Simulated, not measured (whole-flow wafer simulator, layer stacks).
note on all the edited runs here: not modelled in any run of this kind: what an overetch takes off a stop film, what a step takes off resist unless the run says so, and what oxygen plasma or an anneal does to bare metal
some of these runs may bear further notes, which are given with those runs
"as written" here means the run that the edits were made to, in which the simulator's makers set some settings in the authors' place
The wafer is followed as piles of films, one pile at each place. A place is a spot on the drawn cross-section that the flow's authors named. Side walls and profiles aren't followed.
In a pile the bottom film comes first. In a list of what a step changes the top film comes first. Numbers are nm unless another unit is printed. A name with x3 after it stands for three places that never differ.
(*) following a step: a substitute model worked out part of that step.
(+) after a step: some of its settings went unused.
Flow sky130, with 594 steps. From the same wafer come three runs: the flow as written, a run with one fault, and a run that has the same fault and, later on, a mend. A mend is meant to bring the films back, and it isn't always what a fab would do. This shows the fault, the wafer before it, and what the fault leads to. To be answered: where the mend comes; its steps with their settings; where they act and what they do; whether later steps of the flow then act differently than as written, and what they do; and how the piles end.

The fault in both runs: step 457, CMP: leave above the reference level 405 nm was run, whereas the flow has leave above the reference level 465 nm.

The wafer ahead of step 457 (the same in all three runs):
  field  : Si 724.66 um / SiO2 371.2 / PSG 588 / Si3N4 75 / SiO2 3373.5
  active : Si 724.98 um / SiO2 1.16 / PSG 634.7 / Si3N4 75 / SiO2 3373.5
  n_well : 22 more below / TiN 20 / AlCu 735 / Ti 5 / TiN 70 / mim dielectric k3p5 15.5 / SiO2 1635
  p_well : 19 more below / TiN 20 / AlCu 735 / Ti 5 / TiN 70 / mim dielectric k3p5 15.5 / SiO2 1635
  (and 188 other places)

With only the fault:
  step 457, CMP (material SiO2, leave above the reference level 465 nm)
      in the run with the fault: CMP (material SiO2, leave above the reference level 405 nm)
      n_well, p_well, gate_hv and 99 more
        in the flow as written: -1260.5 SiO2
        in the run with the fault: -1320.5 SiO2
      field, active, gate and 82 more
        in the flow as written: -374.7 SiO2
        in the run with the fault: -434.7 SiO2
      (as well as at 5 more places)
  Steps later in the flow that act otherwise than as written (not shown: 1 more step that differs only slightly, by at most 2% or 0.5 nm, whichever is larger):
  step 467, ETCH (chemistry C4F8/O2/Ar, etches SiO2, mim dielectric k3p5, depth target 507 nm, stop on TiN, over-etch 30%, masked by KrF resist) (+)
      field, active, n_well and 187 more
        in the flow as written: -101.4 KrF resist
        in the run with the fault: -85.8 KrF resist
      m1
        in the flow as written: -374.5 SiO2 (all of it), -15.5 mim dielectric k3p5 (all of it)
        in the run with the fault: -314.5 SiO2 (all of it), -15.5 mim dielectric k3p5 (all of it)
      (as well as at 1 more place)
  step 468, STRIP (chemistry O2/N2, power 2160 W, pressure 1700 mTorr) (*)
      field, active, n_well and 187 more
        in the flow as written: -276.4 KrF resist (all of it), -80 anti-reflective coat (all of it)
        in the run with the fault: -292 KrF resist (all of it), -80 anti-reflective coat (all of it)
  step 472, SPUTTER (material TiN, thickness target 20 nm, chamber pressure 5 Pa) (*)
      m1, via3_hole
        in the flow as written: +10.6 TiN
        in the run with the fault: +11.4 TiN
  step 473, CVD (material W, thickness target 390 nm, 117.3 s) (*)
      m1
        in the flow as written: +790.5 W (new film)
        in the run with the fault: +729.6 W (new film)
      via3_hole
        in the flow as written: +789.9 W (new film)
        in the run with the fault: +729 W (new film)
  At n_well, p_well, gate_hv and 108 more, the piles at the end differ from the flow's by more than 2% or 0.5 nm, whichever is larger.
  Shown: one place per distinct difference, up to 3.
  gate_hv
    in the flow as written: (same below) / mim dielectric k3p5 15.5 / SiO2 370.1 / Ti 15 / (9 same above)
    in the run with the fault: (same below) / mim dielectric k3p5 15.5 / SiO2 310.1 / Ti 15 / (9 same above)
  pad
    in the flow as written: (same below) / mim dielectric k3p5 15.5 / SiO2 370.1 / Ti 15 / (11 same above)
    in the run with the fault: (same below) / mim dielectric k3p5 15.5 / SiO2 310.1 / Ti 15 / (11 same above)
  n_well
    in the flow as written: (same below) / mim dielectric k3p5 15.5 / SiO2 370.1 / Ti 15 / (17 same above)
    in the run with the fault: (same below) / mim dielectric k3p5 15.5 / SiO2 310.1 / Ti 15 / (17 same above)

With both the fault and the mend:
  The mend stands after step 457.
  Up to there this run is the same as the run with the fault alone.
  step 457a, HDPCVD (thickness target 60 nm) (*) (the flow's step 456, run once more with other settings)
      field, active, n_well and 189 more
        +60 SiO2
  Every later step of the flow that is run acts as written, at every place that is followed, to within 2% or 0.5 nm, whichever is larger.
  The piles end the same as the flow's at every place that both follow.
